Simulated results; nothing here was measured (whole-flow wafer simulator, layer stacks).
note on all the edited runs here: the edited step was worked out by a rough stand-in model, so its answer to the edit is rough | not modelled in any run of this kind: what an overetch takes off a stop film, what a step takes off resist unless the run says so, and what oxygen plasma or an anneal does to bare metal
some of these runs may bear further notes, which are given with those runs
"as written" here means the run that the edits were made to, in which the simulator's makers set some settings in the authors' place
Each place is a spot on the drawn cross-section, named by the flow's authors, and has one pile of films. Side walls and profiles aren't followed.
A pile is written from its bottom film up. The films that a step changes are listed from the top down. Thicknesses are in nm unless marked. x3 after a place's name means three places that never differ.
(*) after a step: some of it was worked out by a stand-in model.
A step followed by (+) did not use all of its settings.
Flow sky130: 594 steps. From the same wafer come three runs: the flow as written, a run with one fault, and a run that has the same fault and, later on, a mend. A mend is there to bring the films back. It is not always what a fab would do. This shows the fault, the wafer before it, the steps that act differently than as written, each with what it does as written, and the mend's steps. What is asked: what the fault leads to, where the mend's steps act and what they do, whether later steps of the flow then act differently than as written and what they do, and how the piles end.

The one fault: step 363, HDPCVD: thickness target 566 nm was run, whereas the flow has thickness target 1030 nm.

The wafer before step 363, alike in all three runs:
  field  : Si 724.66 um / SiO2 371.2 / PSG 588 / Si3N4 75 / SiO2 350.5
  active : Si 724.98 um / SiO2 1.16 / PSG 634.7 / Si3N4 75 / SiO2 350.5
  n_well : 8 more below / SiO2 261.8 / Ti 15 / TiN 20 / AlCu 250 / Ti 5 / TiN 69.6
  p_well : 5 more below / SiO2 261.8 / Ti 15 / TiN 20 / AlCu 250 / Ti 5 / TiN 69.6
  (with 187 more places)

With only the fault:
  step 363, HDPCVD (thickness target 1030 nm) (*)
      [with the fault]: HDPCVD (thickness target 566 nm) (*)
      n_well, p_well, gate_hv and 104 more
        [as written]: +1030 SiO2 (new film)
        [with the fault]: +566 SiO2 (new film)
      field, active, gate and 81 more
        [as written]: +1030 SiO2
        [with the fault]: +566 SiO2
  Steps further on in the flow that do not act as written (26 other steps are not shown; they differ only slightly, by no more than 2% or 0.5 nm, whichever is larger):
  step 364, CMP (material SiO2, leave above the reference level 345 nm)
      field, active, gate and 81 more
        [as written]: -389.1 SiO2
        [with the fault]: nothing
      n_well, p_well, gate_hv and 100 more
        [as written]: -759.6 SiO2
        [with the fault]: -295.6 SiO2
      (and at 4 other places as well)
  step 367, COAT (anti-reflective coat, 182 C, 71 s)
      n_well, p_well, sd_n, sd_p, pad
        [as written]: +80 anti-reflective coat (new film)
        [with the fault]: +5.41 anti-reflective coat (new film)
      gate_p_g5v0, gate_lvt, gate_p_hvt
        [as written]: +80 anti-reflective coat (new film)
        [with the fault]: +51.1 anti-reflective coat (new film)
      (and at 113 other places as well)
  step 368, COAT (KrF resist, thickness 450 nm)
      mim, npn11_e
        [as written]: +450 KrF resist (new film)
        [with the fault]: +429.9 KrF resist (new film)
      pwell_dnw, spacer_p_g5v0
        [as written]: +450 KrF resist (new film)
        [with the fault]: +432.8 KrF resist (new film)
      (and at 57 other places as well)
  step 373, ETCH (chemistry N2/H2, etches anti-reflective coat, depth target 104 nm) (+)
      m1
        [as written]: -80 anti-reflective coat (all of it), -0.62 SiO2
        [with the fault]: -35.5 anti-reflective coat (all of it)
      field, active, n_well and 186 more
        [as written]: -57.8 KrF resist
        [with the fault]: -19.7 KrF resist
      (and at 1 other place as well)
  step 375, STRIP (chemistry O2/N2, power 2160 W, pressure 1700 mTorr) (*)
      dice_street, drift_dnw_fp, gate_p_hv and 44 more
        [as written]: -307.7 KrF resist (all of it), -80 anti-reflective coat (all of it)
        [with the fault]: -345.7 KrF resist (all of it), -80 anti-reflective coat (all of it)
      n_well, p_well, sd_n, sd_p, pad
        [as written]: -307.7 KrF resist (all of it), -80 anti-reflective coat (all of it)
        [with the fault]: -349.2 KrF resist (all of it), -5.41 anti-reflective coat (all of it)
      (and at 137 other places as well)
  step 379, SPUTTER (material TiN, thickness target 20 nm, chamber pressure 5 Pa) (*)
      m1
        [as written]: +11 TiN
        [with the fault]: +12.5 TiN
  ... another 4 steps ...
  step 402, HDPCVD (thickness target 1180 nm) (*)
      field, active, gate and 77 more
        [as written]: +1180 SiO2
        [with the fault]: +1180 SiO2 (new film)
  The piles end different from the flow's at field, active, gate and 83 more by more than 2% or 0.5 nm, whichever is larger.
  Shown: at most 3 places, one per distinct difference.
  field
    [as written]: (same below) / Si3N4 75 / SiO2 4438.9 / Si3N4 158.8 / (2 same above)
    [with the fault]: (same below) / Si3N4 75 / SiO2 916.5 / TiN 20 / W 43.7 / SiO2 3458.7 / Si3N4 158.8 / (2 same above)
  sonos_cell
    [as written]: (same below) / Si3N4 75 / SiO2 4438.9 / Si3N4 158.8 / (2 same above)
    [with the fault]: (same below) / Si3N4 75 / SiO2 916.5 / TiN 20 / W 43.8 / SiO2 3458.7 / Si3N4 158.8 / (2 same above)
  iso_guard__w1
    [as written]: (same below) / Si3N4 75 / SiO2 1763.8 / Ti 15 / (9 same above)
    [with the fault]: (same below) / Si3N4 75 / SiO2 916.5 / TiN 20 / W 43.8 / SiO2 783.6 / Ti 15 / (9 same above)

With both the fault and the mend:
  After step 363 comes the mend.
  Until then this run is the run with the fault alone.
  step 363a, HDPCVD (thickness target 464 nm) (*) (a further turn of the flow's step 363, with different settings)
      field, active, n_well and 188 more
        +464 SiO2
  Every later step of the flow that is run acts as written at every place that is followed.
  The piles end the same as the flow's at every place that both follow.
